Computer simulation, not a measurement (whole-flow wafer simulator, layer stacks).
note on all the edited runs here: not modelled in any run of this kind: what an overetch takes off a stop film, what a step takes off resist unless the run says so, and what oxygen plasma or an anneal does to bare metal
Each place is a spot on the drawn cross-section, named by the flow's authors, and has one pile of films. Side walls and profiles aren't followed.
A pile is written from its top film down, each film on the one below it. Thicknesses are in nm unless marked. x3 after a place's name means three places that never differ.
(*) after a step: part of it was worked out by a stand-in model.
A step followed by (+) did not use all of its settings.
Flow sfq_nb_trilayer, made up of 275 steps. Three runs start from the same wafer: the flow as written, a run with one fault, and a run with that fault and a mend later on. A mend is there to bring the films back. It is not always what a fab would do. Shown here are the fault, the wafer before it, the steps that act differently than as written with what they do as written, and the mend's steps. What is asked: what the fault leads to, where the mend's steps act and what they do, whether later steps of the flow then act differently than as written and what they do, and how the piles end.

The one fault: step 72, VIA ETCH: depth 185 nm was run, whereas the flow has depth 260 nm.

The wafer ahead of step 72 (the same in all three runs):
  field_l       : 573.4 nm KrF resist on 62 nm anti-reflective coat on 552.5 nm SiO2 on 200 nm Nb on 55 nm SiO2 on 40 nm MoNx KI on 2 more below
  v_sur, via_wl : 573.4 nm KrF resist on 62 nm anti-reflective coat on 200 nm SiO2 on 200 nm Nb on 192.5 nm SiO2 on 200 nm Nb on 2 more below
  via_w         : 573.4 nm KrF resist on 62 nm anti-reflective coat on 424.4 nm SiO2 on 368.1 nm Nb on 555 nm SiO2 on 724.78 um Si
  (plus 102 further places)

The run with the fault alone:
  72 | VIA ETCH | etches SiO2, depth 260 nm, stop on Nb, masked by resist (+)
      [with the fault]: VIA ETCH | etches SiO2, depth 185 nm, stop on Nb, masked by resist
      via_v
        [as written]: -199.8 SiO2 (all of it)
        [with the fault]: -185 SiO2
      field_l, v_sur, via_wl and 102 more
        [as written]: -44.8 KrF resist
        [with the fault]: -31.9 KrF resist
  Steps later in the flow that act otherwise than as written (4 more steps, not shown, differ only slightly: by at most 2% or 0.5 nm, whichever is larger):
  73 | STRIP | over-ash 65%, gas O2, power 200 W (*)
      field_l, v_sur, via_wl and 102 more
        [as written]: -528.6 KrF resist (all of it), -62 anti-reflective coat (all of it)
        [with the fault]: -541.5 KrF resist (all of it), -62 anti-reflective coat (all of it)
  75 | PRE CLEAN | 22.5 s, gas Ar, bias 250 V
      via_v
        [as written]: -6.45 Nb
        [with the fault]: -7.5 SiO2
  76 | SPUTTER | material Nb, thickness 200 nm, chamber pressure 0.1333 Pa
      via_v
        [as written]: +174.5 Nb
        [with the fault]: +177.4 Nb (new film)
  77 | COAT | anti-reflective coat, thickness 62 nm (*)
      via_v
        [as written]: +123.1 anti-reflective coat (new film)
        [with the fault]: +120 anti-reflective coat (new film)
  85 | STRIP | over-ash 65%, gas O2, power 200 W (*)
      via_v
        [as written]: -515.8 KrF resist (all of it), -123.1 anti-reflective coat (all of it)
        [with the fault]: -504.5 KrF resist (all of it), -120 anti-reflective coat (all of it)
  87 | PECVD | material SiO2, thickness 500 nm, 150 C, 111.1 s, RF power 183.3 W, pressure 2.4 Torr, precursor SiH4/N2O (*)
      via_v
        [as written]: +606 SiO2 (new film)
        [with the fault]: +589.4 SiO2 (new film)
  The piles end different from the flow's at via_v by more than 2% or 0.5 nm, whichever is larger.
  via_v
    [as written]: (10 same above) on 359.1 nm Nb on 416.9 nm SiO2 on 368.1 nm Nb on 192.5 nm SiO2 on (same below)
    [with the fault]: (10 same above) on 359.1 nm Nb on 400.3 nm SiO2 on 177.4 nm Nb on 7.34 nm SiO2 on 200 nm Nb on 192.5 nm SiO2 on (same below)

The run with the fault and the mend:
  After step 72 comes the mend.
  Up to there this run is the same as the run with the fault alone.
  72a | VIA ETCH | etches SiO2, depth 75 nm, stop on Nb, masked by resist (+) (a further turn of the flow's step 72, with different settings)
      field_l, v_sur, via_wl and 102 more
        -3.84 KrF resist
      via_v
        -14.8 SiO2 (all of it)
  Every later step of the flow that is run acts as written, at every place that is followed, to within 2% or 0.5 nm, whichever is larger.
  By the end, the piles equal the flow's at every place that both follow.
